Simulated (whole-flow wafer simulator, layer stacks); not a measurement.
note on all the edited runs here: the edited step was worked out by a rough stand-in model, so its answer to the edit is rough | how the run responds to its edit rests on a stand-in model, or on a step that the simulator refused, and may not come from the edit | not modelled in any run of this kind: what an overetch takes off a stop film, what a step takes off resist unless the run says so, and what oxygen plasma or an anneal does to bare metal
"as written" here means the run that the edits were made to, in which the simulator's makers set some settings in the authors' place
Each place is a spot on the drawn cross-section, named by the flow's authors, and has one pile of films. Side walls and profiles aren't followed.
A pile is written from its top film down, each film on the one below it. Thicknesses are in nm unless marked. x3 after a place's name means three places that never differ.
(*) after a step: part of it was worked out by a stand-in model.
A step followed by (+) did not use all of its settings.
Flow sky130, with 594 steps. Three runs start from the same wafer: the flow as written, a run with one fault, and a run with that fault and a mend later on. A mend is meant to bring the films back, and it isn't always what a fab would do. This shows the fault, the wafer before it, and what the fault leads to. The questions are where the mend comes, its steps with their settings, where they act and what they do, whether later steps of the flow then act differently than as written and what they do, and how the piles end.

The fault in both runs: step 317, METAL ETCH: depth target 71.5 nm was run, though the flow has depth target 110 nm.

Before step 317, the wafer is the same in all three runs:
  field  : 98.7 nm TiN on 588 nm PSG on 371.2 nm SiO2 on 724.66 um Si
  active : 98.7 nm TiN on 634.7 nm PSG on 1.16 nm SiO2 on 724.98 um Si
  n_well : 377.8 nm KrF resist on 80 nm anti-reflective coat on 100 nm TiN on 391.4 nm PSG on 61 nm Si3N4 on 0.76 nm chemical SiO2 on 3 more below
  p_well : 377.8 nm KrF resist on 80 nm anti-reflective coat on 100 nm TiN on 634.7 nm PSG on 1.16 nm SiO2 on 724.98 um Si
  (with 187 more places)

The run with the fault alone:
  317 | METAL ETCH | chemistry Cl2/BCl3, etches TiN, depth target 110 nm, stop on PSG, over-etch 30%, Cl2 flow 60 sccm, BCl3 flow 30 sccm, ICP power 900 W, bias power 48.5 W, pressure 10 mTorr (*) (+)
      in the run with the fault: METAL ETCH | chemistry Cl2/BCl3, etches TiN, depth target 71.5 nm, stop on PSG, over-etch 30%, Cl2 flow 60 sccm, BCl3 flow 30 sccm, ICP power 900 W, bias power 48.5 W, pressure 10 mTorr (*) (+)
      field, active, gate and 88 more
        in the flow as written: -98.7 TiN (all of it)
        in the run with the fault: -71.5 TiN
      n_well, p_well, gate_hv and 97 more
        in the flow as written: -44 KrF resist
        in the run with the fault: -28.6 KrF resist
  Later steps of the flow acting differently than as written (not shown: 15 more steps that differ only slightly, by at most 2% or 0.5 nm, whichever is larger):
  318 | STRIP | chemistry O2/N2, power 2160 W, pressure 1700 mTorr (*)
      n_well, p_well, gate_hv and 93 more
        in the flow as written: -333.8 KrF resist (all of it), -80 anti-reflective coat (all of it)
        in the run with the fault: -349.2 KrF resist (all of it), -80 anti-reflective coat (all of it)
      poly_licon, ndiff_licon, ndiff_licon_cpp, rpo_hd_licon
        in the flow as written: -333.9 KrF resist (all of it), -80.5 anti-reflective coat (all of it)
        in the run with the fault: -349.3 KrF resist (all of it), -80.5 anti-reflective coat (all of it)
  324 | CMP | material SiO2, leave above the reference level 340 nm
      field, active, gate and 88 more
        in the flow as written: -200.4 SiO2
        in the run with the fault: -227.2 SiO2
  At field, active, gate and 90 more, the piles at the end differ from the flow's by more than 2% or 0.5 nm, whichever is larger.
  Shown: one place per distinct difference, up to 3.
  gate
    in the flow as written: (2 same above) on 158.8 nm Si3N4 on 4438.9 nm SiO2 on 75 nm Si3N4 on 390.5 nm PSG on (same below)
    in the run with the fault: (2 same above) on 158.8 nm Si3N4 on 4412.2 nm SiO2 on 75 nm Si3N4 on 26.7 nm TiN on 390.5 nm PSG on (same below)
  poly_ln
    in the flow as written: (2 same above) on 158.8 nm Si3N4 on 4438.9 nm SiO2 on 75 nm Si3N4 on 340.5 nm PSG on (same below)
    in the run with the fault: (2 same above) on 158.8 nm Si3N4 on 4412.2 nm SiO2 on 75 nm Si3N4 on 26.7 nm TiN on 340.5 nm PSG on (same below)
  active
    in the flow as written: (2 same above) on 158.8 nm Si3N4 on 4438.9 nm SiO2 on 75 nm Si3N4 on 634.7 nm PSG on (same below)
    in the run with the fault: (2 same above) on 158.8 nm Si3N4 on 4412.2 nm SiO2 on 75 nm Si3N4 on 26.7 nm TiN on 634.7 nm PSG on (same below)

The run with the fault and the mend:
  The mend follows step 317.
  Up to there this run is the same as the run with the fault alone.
  317a | METAL ETCH | chemistry Cl2/BCl3, etches TiN, depth target 38.5 nm, stop on PSG, over-etch 30%, Cl2 flow 60 sccm, BCl3 flow 30 sccm, ICP power 900 W, bias power 48.5 W, pressure 10 mTorr (*) (+) (the flow's step 317 again, with other settings)
      n_well, p_well, gate_hv and 97 more
        -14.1 KrF resist
      field, active, gate and 88 more
        -27.2 TiN (all of it)
  Every later step of the flow that is run acts as written, at every place that is followed, to within 2% or 0.5 nm, whichever is larger.
  By the end, the piles equal the flow's at every place that both follow.
